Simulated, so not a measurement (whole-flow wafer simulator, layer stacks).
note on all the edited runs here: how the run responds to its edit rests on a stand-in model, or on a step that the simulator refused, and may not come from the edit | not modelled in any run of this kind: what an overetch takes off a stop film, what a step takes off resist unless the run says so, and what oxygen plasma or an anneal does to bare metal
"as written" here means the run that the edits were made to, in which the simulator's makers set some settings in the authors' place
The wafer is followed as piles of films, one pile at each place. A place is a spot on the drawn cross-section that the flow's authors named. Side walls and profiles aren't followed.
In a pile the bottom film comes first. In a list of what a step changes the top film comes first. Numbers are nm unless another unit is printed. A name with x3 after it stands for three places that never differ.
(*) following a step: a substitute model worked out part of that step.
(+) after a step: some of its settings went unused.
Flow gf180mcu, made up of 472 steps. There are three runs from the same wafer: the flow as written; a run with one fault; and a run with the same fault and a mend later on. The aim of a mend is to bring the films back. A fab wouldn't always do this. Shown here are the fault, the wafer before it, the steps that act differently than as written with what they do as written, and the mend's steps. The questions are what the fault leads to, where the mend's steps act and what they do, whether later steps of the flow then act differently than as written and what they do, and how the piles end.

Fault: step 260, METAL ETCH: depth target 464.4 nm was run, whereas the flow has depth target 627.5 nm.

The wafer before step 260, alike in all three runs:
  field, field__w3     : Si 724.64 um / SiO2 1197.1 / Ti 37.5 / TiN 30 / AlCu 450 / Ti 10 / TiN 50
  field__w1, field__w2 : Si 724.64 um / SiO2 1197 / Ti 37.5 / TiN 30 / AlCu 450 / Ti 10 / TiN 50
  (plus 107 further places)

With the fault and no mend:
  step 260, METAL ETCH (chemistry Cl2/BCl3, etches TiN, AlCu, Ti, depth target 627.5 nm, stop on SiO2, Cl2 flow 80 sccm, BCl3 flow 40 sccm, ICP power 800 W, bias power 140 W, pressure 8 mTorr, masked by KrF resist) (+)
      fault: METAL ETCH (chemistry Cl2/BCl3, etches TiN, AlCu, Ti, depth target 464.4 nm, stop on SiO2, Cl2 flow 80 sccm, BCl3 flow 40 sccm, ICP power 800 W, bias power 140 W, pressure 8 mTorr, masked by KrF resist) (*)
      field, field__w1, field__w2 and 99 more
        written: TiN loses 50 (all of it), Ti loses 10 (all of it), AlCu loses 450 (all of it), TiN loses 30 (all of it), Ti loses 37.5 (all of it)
        fault: TiN loses 50 (all of it), Ti loses 10 (all of it), AlCu loses 404.4
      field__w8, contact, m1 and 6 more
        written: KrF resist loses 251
        fault: KrF resist loses 185.8
  Steps later in the flow that act otherwise than as written:
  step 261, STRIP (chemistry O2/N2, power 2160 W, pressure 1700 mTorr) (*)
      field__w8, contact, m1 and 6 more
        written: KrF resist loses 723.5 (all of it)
        fault: KrF resist loses 788.8 (all of it)
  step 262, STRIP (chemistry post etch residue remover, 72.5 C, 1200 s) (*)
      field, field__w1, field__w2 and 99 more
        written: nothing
        fault: AlCu loses 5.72
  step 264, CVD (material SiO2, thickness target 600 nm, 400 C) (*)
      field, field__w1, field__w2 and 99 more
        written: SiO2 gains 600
        fault: SiO2 gains 600 (new film)
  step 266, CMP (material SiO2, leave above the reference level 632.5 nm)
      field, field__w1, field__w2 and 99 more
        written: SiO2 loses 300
        fault: SiO2 loses 407.4
  At field, field__w1, field__w2 and 100 more, the piles at the end differ from the flow's by more than 2% or 0.5 nm, whichever is larger.
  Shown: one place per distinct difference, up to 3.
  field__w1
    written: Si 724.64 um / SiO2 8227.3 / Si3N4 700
    fault: Si 724.64 um / SiO2 1197 / Ti 37.5 / TiN 30 / AlCu 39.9 / SiO2 6922.9 / Si3N4 700
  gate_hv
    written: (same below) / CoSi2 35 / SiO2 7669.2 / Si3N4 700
    fault: (same below) / CoSi2 35 / SiO2 638.9 / Ti 37.5 / TiN 30 / AlCu 39.9 / SiO2 6922.9 / Si3N4 700
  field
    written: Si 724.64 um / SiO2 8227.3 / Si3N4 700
    fault: Si 724.64 um / SiO2 1197.1 / Ti 37.5 / TiN 30 / AlCu 39.9 / SiO2 6922.9 / Si3N4 700

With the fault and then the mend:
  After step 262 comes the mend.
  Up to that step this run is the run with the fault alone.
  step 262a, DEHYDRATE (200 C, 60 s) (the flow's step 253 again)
      leaves every film unchanged at each place that is followed
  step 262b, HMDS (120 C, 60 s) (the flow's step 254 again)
      leaves every film unchanged at each place that is followed
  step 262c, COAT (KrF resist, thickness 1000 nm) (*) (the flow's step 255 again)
      iso_ptap_pw, iso_ntap_nw, iso_nw_fld and 33 more
        KrF resist gains 1000 (new film)
      field__w1, field_sub, field_sub__w1 and 15 more
        KrF resist gains 1002.7 (new film)
      field__w11, field__w13, p_well and 7 more
        KrF resist gains 1003.1 (new film)
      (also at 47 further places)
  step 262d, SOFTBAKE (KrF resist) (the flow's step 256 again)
      leaves every film unchanged at each place that is followed
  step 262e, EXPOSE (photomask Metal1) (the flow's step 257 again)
      leaves every film unchanged at each place that is followed
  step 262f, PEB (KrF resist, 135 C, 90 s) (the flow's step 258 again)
      field__w1, field__w2, field__w3 and 56 more
        KrF resist loses 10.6
      iso_ptap_pw, iso_ntap_nw, iso_nw_fld and 33 more
        KrF resist loses 10.5
      gate_hv, sd_p, nw_sep_fld
        KrF resist loses 10.7
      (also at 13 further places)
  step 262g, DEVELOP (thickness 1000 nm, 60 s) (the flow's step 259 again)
      iso_ptap_pw, iso_ntap_nw, iso_nw_fld and 33 more
        KrF resist loses 989.5 (all of it)
      field_sub__w3, field_sub__w4, ld_sd_p and 10 more
        KrF resist loses 992.2 (all of it)
      field__w1, field_sub, field_sub__w1 and 7 more
        KrF resist loses 992.1 (all of it)
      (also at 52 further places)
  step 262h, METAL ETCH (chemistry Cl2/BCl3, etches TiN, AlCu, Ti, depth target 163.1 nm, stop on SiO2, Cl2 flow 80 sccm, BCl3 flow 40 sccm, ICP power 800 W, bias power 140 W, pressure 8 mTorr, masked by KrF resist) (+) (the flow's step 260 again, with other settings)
      field, field__w1, field__w2 and 99 more
        AlCu loses 39.9 (all of it), TiN loses 30 (all of it), Ti loses 37.5 (all of it)
      field__w8, contact, m1 and 6 more
        KrF resist loses 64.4
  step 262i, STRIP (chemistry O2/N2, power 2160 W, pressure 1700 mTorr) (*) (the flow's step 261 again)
      field__w8
        KrF resist loses 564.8 (all of it)
      contact
        KrF resist loses 562.8 (all of it)
      m1
        KrF resist loses 565.7 (all of it)
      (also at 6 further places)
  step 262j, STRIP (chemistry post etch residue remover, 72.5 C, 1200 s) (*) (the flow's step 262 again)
      field__w8, contact, m1 and 6 more
        TiN loses 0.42
  Every later step of the flow that is run acts as written, at every place that is followed, to within 2% or 0.5 nm, whichever is larger.
  At the end the piles are close to the flow's at the places that both follow, differing by at most 2% or 0.5 nm, whichever is larger.
